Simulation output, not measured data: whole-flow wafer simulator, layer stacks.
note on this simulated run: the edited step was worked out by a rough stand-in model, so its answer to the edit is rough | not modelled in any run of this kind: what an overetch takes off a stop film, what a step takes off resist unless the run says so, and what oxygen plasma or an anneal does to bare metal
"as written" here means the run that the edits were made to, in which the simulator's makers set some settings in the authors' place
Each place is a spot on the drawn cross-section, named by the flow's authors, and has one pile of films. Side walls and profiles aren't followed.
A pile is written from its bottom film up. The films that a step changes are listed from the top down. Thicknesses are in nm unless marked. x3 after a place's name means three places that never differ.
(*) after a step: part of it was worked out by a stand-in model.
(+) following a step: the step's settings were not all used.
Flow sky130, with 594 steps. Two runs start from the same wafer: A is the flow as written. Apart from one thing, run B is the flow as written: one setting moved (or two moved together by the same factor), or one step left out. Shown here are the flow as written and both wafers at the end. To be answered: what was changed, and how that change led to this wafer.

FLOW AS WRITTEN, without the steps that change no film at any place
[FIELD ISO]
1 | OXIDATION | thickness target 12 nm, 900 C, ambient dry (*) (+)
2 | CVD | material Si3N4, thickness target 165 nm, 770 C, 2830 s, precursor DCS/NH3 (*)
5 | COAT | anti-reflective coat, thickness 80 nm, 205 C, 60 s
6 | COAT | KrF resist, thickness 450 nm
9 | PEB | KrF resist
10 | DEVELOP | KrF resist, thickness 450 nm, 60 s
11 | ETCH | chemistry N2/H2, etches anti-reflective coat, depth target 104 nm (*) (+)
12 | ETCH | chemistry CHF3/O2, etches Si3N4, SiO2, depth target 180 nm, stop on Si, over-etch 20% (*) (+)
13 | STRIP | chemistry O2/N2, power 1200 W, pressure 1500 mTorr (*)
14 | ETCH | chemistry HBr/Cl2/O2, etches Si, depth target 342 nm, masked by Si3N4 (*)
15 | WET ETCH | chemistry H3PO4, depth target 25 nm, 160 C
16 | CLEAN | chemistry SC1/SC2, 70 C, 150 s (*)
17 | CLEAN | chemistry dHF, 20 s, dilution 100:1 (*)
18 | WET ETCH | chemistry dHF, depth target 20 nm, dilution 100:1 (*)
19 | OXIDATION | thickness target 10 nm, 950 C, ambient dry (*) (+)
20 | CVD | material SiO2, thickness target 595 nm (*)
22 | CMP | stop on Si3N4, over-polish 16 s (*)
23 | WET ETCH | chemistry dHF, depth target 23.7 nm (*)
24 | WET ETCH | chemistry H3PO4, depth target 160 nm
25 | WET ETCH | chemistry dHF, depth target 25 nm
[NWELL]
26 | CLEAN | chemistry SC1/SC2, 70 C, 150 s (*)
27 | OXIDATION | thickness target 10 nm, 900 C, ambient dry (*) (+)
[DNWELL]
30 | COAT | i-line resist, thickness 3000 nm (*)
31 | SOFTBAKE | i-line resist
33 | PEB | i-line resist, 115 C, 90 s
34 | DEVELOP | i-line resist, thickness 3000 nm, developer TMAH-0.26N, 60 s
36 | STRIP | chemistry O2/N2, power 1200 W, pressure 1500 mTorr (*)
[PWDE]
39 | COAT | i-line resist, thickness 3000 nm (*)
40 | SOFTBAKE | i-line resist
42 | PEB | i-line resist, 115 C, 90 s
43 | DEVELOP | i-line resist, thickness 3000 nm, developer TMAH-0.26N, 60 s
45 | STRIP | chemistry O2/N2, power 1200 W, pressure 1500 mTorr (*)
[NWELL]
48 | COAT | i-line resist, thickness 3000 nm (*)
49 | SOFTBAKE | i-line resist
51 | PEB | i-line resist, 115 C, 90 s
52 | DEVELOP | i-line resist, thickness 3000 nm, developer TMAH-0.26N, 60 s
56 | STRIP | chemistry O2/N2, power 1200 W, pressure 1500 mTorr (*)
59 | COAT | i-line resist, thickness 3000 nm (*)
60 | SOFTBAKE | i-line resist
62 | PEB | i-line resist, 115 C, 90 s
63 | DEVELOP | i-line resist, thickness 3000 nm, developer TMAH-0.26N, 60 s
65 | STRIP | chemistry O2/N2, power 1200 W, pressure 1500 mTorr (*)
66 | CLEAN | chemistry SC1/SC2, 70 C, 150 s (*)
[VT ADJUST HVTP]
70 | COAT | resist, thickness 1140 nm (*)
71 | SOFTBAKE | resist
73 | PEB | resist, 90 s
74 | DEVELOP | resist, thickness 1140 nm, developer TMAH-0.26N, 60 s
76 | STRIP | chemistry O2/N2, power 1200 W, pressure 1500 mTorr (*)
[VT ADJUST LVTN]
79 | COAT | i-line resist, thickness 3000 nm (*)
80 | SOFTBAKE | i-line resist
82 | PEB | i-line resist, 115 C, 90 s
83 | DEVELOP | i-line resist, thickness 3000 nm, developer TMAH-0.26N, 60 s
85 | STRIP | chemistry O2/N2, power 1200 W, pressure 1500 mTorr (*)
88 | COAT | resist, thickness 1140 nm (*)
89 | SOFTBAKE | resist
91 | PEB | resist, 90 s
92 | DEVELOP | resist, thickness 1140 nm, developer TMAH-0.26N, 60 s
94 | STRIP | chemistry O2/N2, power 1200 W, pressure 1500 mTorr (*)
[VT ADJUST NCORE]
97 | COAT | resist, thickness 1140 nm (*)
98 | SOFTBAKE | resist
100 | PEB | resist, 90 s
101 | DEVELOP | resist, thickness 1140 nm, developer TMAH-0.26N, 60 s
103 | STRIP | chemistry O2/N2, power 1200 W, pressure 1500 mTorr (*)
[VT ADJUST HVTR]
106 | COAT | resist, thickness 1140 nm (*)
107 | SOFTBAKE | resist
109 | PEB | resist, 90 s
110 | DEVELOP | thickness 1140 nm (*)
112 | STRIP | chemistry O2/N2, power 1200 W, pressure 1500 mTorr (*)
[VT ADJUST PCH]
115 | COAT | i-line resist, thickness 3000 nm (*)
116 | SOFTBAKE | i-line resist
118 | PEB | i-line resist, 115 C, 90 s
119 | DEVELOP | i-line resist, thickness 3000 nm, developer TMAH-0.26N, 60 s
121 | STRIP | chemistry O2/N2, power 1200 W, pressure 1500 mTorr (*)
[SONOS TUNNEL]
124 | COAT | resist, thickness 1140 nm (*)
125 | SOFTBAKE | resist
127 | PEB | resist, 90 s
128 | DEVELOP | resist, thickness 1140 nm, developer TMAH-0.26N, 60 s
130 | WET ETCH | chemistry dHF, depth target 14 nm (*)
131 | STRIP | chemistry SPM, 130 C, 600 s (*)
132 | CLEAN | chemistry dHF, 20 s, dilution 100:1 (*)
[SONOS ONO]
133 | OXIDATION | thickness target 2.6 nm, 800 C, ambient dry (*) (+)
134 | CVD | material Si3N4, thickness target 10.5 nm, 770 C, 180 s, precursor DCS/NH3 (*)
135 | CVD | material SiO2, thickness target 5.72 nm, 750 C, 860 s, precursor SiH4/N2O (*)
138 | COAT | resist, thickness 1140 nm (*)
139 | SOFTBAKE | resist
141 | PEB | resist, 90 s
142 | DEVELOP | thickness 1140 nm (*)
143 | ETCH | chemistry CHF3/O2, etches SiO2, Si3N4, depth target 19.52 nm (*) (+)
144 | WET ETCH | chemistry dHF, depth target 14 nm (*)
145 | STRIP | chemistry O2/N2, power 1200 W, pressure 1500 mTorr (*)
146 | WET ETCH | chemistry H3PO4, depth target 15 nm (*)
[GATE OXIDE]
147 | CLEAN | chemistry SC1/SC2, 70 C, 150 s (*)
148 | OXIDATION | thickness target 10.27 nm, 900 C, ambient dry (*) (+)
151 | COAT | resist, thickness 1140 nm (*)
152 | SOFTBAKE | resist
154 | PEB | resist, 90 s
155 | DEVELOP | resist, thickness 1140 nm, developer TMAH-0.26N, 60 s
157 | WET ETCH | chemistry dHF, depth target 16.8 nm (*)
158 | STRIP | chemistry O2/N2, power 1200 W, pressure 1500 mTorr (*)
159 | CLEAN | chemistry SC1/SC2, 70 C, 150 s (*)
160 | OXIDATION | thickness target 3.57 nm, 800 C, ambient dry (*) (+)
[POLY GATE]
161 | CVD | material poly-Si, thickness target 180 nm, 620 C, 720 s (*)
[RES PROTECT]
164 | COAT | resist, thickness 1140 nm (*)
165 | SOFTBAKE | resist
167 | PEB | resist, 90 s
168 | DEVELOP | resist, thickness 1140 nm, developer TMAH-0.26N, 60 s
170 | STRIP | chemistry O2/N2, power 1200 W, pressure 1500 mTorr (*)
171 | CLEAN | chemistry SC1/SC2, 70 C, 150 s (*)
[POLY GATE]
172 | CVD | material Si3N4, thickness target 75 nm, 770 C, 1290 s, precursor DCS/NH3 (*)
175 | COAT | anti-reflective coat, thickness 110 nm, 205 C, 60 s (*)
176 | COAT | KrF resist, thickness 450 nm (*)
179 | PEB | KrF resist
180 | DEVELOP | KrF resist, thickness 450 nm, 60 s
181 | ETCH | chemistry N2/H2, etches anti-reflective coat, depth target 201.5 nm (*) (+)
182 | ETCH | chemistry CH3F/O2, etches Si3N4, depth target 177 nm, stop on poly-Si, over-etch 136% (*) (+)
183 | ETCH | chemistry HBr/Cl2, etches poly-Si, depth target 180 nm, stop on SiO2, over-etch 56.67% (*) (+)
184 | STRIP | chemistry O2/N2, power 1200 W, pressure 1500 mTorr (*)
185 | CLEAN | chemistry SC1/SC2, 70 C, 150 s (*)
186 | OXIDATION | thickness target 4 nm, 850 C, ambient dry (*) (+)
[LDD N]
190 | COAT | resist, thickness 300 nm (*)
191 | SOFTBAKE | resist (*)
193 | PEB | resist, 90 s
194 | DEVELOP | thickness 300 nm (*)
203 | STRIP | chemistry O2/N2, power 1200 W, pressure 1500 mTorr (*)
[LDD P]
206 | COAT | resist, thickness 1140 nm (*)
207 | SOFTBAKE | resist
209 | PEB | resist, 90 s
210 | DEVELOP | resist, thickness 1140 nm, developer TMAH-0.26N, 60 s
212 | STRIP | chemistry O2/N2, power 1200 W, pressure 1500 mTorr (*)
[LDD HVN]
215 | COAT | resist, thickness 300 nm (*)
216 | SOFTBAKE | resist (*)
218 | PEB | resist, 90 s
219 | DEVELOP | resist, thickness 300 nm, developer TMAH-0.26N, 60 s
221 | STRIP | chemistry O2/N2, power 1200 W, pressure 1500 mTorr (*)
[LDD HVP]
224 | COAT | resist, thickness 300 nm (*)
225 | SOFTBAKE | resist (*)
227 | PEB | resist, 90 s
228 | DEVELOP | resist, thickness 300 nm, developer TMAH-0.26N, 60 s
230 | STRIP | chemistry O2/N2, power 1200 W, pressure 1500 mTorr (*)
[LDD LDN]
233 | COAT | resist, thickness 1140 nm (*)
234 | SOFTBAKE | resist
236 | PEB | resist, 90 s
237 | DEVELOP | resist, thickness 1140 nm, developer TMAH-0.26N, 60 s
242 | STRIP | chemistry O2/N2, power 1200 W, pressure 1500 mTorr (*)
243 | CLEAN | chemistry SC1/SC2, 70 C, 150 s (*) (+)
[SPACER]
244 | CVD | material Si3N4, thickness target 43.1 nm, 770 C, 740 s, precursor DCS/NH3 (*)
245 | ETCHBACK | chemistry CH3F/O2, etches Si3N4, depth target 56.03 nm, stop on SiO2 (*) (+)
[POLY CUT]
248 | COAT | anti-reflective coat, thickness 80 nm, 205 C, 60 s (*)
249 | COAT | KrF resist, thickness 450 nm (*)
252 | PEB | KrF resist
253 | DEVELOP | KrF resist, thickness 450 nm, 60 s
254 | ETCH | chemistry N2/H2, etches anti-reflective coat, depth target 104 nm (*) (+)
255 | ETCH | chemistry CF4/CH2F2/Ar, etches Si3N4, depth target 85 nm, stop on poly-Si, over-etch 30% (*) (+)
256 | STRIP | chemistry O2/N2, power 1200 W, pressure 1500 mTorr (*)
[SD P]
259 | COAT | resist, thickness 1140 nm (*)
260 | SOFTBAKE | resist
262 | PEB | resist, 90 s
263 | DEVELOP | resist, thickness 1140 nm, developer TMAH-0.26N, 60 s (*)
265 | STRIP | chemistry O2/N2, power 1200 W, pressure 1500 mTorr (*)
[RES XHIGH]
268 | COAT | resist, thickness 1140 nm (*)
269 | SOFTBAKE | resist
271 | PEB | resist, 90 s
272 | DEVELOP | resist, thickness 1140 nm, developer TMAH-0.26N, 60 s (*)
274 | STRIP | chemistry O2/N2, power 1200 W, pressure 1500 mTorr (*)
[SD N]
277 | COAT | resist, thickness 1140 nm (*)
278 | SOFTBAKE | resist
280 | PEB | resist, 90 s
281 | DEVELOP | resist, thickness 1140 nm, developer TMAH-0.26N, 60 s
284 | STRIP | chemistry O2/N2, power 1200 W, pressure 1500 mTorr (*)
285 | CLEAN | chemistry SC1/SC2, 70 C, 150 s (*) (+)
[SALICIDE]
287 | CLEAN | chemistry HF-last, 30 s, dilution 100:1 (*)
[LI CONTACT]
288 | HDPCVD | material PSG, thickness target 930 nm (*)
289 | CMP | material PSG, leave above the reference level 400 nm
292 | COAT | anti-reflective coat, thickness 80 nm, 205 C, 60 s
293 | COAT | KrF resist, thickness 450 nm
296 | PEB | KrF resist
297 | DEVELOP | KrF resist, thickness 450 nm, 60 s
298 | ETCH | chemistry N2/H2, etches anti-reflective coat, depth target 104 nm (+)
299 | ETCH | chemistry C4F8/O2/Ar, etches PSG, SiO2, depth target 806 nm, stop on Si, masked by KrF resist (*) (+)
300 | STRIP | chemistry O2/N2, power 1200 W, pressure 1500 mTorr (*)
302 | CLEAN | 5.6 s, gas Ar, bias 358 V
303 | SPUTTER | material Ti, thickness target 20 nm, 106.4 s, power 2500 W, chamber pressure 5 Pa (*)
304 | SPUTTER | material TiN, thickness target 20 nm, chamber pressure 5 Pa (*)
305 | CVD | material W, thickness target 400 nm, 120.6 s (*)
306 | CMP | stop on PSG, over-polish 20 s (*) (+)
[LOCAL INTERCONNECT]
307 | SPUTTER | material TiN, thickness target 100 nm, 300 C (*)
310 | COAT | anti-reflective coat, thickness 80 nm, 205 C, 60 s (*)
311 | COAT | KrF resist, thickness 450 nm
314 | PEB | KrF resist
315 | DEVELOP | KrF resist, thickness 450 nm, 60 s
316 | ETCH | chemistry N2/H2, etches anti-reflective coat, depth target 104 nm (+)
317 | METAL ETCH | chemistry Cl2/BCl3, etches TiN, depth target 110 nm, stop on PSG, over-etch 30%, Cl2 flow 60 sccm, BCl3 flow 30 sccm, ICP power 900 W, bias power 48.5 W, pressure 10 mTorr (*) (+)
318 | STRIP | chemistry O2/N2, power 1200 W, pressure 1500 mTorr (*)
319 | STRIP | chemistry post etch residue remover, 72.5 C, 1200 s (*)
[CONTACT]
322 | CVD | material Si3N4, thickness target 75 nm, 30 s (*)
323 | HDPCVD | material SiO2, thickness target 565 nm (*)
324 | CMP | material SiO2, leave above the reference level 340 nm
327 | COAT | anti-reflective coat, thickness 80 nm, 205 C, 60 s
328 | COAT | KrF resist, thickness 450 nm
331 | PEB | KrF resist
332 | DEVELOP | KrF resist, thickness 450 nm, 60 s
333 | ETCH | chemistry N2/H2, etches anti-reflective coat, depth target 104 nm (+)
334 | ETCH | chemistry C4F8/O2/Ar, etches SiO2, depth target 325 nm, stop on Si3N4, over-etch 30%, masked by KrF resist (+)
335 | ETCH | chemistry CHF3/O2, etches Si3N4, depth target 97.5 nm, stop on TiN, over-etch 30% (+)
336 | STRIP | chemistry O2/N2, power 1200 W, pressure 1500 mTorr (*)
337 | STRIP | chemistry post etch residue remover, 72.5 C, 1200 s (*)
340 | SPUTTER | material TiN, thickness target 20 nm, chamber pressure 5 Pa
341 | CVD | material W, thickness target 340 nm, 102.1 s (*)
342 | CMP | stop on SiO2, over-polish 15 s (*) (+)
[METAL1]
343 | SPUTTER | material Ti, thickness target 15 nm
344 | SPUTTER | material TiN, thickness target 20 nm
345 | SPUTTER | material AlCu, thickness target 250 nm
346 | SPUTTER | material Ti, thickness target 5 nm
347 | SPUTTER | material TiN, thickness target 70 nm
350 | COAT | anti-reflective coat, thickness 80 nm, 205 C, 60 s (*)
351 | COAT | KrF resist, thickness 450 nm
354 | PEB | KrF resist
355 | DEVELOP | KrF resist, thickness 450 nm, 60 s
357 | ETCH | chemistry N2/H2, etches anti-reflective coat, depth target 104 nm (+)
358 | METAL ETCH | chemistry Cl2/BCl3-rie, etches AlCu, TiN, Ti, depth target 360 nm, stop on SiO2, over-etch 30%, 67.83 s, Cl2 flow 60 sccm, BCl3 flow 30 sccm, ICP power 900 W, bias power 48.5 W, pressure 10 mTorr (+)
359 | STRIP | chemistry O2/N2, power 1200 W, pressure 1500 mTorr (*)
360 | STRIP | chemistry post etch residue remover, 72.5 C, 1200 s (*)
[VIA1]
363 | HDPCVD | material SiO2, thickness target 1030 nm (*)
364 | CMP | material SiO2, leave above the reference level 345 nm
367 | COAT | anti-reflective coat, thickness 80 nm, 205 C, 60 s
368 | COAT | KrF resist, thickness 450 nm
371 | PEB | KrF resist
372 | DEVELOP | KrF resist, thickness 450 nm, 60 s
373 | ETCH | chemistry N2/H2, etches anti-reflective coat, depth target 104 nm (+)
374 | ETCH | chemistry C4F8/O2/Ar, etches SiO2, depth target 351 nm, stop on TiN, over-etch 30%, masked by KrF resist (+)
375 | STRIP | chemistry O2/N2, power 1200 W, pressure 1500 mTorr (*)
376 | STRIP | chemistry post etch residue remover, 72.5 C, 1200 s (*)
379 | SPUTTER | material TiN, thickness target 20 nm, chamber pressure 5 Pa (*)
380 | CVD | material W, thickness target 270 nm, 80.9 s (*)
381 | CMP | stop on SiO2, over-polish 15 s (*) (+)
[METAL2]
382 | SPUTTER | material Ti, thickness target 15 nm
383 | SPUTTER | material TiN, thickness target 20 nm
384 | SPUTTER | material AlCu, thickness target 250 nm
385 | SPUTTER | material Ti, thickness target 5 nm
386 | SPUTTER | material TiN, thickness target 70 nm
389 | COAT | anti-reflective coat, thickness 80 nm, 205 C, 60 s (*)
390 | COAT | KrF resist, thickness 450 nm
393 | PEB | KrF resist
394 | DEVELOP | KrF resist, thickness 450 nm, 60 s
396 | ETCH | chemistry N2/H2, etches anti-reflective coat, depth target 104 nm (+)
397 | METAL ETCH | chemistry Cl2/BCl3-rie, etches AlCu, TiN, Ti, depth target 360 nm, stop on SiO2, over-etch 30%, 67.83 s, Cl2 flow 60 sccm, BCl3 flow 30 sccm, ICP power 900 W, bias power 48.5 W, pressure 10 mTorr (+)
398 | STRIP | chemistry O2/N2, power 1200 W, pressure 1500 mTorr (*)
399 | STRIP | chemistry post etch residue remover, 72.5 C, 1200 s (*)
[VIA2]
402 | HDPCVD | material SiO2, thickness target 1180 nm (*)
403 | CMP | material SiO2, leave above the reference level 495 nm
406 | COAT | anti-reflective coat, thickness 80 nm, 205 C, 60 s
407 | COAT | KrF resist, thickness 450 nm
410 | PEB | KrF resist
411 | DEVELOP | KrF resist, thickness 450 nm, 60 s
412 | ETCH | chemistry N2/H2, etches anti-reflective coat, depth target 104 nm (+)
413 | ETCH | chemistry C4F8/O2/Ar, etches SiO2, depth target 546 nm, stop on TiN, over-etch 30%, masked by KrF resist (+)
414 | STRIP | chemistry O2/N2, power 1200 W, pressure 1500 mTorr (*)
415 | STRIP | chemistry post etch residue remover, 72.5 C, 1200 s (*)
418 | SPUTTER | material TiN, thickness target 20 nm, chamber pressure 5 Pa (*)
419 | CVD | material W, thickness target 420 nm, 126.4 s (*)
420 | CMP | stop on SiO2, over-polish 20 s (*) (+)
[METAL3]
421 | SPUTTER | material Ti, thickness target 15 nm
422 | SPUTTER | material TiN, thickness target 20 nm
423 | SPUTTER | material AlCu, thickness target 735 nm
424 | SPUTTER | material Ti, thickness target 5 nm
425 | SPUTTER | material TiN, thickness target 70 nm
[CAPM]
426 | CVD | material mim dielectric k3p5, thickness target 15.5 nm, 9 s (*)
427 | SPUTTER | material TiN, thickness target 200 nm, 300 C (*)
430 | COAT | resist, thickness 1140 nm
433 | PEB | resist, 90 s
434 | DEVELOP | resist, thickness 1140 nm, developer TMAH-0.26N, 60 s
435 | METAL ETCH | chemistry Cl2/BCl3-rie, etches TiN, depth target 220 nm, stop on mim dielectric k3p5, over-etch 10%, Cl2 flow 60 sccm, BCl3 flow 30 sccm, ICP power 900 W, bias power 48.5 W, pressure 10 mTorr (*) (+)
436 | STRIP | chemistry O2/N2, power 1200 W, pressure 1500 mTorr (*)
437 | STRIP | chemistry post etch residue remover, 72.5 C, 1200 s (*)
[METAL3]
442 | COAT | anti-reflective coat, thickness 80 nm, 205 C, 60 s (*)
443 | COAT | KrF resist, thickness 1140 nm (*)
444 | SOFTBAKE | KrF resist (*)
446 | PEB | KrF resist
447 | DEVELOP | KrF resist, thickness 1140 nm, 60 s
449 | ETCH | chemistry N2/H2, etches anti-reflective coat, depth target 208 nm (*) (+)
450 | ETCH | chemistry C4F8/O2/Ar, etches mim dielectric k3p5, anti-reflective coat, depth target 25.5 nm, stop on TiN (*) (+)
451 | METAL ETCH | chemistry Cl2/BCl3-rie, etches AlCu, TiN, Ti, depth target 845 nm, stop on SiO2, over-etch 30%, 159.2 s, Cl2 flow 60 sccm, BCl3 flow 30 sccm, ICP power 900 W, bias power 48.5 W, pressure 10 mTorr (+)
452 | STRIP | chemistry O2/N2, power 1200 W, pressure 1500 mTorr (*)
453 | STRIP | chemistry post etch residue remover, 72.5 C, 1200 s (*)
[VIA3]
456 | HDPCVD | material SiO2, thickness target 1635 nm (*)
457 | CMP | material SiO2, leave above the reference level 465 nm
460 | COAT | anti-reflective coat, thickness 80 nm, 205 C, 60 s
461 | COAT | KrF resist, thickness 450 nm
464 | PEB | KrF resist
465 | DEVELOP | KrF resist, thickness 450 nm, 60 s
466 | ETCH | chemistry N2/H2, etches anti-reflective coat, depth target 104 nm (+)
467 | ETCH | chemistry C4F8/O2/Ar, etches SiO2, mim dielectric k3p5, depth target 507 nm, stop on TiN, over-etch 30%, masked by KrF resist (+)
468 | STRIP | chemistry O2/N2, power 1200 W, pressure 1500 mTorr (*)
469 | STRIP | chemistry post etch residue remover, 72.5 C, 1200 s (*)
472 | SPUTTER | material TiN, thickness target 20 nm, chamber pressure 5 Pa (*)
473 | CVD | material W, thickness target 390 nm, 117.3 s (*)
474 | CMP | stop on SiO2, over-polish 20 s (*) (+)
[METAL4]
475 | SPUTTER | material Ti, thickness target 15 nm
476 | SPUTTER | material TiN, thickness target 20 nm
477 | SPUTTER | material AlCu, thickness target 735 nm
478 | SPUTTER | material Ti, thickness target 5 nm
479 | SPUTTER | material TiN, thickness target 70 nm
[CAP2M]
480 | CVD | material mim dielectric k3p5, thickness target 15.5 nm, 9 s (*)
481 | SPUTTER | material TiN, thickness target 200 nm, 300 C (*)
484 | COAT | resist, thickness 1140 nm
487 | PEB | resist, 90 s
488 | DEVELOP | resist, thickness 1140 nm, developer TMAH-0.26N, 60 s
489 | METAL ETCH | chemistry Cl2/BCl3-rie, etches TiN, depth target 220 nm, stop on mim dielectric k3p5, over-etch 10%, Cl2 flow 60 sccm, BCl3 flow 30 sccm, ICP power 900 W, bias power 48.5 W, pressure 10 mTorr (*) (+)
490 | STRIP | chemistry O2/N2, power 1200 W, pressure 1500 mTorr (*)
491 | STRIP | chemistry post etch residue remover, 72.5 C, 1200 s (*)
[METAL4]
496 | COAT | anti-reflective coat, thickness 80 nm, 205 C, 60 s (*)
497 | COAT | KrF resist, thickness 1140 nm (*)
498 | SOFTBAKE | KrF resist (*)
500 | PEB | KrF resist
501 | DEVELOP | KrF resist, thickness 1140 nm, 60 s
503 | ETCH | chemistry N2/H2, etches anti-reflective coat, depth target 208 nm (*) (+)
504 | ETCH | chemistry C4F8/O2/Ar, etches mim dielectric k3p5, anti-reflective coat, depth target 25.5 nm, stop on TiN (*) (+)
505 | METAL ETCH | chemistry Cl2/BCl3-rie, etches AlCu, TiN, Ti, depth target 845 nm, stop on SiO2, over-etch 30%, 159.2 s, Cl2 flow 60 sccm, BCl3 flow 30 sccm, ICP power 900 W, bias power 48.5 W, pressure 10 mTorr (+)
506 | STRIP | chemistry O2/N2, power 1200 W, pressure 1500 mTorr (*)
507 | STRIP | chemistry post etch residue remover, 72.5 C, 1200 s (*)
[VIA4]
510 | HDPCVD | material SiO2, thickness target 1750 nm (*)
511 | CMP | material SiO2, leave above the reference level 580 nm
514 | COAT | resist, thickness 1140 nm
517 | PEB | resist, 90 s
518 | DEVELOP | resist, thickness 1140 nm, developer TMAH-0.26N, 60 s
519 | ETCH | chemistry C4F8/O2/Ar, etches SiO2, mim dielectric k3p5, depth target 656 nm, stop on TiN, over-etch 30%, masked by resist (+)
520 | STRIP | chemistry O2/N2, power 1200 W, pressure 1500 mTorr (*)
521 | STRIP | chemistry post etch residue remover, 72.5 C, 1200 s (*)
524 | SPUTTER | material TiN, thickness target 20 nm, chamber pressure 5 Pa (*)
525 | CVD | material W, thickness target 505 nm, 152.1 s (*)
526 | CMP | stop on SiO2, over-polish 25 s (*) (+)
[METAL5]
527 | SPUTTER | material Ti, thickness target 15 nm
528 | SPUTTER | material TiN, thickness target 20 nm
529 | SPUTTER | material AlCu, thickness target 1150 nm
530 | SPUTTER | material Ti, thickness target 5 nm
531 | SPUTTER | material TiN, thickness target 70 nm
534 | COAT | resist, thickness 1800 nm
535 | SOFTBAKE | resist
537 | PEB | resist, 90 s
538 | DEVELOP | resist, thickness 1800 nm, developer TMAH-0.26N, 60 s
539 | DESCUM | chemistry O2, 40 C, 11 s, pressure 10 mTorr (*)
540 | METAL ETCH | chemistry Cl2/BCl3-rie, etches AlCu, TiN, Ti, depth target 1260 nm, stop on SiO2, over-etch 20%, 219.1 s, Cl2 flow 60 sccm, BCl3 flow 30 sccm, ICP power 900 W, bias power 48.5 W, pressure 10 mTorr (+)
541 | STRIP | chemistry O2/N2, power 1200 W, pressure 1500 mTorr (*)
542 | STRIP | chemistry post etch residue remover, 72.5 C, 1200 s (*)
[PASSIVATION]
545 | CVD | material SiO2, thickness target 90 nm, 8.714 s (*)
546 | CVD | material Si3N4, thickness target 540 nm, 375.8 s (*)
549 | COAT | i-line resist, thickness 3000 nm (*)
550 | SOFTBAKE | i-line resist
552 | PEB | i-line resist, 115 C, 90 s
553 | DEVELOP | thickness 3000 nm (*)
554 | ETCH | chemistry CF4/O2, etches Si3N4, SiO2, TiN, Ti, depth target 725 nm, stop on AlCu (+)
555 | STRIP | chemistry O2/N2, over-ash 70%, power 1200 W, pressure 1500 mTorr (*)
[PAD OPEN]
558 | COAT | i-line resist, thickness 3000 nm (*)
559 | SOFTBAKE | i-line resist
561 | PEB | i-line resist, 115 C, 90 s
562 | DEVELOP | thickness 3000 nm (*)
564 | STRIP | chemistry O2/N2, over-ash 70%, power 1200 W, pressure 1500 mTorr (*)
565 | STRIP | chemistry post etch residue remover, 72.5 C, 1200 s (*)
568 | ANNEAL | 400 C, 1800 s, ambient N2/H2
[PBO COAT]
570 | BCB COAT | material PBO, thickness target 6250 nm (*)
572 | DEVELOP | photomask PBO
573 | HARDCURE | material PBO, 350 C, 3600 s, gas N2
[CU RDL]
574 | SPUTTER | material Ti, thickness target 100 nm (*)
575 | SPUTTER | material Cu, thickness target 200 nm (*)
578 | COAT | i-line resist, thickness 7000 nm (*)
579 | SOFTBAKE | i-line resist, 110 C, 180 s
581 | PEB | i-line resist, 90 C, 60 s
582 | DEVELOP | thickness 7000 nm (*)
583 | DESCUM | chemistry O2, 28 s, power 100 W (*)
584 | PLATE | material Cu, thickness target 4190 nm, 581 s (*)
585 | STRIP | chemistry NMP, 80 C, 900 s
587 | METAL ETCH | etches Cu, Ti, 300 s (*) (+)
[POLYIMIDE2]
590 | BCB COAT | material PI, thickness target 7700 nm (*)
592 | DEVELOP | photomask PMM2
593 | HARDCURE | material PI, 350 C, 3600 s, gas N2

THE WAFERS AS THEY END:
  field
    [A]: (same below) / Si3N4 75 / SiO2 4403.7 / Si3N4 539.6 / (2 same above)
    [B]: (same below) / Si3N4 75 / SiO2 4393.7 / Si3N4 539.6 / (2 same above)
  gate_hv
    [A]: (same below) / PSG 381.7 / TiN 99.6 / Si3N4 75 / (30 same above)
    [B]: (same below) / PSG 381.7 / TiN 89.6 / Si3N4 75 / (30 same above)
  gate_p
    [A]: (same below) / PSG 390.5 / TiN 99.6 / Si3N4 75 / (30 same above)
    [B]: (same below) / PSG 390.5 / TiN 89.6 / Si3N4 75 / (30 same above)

The reason: step 307, SPUTTER: thickness target 90 nm was run, whereas the flow has thickness target 100 nm.

The path from the change to this, step by step:
  307 | SPUTTER | material TiN, thickness target 100 nm, 300 C (*)
      field, active, n_well and 188 more: A TiN gains 100 (new film) | B TiN gains 90 (new film)
  317 | METAL ETCH | chemistry Cl2/BCl3, etches TiN, depth target 110 nm, stop on PSG, over-etch 30%, Cl2 flow 60 sccm, BCl3 flow 30 sccm, ICP power 900 W, bias power 48.5 W, pressure 10 mTorr (*) (+)
      field, active, gate and 88 more: A TiN loses 98.7 (all of it) | B TiN loses 88.7 (all of it)
  324 | CMP | material SiO2, leave above the reference level 340 nm
      field, active, gate and 88 more: A SiO2 loses 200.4 | B SiO2 loses 210.4
